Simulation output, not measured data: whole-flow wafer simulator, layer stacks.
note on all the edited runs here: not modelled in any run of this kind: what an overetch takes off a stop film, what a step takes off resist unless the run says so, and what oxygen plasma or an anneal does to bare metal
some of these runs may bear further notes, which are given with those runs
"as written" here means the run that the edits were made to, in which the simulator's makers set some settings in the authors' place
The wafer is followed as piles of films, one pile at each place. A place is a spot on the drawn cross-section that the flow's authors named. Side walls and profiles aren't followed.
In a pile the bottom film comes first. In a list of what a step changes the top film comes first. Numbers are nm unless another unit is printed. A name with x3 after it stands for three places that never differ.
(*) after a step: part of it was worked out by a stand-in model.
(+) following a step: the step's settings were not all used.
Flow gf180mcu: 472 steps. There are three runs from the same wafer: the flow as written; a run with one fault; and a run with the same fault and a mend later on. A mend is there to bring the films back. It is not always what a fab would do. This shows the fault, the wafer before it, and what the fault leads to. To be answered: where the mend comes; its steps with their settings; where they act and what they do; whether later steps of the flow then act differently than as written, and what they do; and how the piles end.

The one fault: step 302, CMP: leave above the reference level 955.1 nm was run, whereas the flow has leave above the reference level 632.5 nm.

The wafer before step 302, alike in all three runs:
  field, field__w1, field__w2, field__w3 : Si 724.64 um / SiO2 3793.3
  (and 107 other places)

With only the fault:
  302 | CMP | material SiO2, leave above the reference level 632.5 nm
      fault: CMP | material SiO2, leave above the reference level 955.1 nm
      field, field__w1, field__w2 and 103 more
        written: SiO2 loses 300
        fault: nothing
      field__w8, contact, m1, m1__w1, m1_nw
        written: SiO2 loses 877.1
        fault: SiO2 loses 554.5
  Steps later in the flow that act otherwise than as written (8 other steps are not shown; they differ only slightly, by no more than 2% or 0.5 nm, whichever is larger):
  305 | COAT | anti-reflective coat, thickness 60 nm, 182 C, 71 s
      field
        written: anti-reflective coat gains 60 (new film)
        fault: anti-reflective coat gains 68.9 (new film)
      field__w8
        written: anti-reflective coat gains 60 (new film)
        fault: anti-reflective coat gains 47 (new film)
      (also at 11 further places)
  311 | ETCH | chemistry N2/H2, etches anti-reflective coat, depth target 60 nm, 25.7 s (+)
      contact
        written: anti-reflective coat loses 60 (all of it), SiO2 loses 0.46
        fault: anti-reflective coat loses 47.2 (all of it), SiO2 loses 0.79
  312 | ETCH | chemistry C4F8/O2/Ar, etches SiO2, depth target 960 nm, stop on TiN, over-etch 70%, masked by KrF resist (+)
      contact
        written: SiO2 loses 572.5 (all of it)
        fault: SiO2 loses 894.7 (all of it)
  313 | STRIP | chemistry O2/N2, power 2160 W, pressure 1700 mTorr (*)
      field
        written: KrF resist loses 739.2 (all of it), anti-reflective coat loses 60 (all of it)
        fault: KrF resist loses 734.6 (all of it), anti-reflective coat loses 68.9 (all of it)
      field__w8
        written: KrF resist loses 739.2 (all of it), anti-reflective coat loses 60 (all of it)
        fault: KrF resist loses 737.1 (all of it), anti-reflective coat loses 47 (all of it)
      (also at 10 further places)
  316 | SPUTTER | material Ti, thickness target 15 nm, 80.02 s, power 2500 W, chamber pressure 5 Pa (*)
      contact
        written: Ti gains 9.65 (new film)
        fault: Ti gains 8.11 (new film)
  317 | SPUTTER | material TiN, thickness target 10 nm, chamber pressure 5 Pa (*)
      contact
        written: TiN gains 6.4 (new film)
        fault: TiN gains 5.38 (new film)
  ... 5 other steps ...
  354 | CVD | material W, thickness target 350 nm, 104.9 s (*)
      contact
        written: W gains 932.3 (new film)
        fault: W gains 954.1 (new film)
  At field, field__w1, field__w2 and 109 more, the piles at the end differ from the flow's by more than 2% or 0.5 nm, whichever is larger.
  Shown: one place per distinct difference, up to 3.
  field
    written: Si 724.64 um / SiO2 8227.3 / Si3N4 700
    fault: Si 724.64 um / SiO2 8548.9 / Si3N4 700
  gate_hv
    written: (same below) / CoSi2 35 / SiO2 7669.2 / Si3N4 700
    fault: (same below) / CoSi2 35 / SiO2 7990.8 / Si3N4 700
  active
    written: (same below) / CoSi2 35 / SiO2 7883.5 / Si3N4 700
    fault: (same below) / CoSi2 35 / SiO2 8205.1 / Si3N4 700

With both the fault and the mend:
  The mend follows step 302.
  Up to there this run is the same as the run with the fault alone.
  302a | CMP | material SiO2, leave above the reference level 632.5 nm (a further turn of the flow's step 302)
      field, field__w1, field__w2 and 103 more
        SiO2 loses 300
      field__w8, contact, m1, m1__w1, m1_nw
        SiO2 loses 322.6
  None of the later steps of the flow acts differently than as written at any place that is followed.
  The piles end the same as the flow's at every place that both follow.
